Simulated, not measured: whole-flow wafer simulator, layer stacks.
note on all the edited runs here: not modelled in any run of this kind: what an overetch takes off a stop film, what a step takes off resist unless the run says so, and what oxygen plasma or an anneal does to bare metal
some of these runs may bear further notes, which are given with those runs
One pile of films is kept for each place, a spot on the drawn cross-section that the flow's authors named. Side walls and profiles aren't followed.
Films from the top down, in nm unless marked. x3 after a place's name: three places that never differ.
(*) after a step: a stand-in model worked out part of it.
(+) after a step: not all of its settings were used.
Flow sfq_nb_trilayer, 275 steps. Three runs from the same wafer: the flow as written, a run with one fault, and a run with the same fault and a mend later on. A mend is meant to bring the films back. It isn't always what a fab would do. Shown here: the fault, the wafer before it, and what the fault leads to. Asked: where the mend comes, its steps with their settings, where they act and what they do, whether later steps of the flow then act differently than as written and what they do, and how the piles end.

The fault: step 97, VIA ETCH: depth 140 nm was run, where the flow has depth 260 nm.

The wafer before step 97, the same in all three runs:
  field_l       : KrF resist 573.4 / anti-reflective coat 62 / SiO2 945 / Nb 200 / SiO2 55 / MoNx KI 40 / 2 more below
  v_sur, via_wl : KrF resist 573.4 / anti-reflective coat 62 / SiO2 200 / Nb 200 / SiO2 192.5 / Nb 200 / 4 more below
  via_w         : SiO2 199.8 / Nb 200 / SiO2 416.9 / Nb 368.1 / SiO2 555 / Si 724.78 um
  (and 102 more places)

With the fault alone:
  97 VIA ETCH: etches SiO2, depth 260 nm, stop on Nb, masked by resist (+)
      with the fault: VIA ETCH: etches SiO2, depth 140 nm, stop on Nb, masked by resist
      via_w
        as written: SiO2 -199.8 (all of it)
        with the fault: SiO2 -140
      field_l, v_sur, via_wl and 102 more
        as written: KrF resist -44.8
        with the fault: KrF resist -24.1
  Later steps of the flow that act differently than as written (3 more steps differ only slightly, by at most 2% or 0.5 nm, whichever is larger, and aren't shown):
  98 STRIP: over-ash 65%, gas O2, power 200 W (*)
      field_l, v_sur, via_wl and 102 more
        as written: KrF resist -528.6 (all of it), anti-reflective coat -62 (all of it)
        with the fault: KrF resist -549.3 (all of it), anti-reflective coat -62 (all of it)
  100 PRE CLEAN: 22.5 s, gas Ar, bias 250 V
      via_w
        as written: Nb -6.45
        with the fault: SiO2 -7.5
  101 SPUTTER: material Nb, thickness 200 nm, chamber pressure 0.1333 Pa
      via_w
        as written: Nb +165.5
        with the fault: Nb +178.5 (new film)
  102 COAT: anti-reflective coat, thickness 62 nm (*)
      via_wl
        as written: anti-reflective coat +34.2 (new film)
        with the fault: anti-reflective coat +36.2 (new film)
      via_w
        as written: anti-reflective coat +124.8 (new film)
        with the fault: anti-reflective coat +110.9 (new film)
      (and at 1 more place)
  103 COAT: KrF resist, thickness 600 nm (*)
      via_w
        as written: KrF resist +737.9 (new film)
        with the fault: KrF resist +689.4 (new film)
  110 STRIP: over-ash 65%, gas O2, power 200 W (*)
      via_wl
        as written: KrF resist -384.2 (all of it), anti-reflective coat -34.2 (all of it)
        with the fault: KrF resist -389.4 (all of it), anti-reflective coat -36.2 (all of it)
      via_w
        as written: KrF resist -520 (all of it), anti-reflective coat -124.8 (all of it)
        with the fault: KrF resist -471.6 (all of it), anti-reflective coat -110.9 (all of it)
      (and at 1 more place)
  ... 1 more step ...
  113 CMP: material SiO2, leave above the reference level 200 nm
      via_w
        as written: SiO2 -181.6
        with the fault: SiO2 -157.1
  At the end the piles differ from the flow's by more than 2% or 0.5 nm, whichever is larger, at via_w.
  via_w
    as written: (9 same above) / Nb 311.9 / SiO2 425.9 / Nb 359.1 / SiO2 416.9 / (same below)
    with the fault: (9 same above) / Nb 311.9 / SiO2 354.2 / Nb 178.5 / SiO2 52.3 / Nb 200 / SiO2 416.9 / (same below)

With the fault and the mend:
  The mend comes after step 97.
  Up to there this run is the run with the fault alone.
  97a VIA ETCH: etches SiO2, depth 120 nm, stop on Nb, masked by resist (+) (the flow's step 97 once more, with other settings)
      field_l, v_sur, via_wl and 102 more
        KrF resist -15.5
      via_w
        SiO2 -59.8 (all of it)
  No later step of the flow acts differently than as written, at any place that is followed, by more than 2% or 0.5 nm, whichever is larger.
  At the end the piles are the same as the flow's at every place that both follow.
